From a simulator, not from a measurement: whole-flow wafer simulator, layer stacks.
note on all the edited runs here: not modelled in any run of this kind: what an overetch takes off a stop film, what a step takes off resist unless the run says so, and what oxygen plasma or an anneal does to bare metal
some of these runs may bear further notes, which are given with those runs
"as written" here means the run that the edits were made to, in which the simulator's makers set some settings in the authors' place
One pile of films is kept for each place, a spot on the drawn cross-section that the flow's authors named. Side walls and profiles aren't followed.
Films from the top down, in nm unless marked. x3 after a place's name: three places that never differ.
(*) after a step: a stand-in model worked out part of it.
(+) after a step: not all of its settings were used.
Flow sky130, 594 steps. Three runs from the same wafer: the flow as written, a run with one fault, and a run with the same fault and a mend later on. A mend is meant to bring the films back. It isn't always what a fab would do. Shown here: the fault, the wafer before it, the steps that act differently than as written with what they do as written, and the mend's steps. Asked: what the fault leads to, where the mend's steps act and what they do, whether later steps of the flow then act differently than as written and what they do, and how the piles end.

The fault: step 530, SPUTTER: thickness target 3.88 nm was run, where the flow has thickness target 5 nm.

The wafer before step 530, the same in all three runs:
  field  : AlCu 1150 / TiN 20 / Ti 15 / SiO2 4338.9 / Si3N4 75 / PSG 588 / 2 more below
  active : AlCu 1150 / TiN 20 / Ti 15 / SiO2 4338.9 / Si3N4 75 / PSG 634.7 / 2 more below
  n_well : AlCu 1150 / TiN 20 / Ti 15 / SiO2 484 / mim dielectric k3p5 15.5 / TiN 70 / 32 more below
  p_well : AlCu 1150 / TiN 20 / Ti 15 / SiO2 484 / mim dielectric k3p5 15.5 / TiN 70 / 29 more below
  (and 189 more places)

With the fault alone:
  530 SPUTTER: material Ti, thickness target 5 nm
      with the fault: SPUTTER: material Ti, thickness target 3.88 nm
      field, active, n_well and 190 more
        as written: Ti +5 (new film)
        with the fault: Ti +3.88 (new film)
  Later steps of the flow that act differently than as written (21 more steps differ only slightly, by at most 2% or 0.5 nm, whichever is larger, and aren't shown):
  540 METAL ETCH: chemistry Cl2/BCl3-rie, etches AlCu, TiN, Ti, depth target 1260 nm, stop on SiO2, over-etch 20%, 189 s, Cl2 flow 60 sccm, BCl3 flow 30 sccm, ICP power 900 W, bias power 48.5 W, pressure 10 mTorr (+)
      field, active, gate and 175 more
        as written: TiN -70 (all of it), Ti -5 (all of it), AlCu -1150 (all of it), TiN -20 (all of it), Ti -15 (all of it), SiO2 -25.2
        with the fault: TiN -70 (all of it), Ti -3.88 (all of it), AlCu -1150 (all of it), TiN -20 (all of it), Ti -15 (all of it), SiO2 -25.3
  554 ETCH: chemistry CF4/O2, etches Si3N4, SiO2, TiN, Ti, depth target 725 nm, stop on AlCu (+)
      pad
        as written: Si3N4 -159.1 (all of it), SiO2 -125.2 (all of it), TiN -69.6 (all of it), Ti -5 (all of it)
        with the fault: Si3N4 -159.1 (all of it), SiO2 -125.2 (all of it), TiN -69.6 (all of it), Ti -3.88 (all of it)
  At the end the piles differ from the flow's by more than 2% or 0.5 nm, whichever is larger, at n_well, p_well, sd_n and 11 more.
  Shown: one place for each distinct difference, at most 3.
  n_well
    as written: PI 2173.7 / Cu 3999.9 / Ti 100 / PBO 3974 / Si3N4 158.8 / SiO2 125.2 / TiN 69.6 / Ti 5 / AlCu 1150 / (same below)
    with the fault: PI 2173.8 / Cu 3999.9 / Ti 100 / PBO 3974.8 / Si3N4 158.8 / SiO2 125.2 / TiN 69.6 / Ti 3.88 / AlCu 1150 / (same below)
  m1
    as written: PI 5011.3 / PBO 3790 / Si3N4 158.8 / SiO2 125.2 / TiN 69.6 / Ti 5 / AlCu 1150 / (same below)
    with the fault: PI 5011.3 / PBO 3790.9 / Si3N4 158.8 / SiO2 125.2 / TiN 69.6 / Ti 3.88 / AlCu 1150 / (same below)
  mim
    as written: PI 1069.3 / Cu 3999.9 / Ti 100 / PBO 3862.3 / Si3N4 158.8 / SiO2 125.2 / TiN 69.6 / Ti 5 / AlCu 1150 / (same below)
    with the fault: PI 1069.4 / Cu 3999.9 / Ti 100 / PBO 3863.1 / Si3N4 158.8 / SiO2 125.2 / TiN 69.6 / Ti 3.88 / AlCu 1150 / (same below)

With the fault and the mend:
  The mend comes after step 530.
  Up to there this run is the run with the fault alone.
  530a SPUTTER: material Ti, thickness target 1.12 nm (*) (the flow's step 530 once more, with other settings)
      field, active, n_well and 190 more
        Ti +1.12
  No later step of the flow acts differently than as written at any place that is followed.
  At the end the piles are the same as the flow's at every place that both follow.
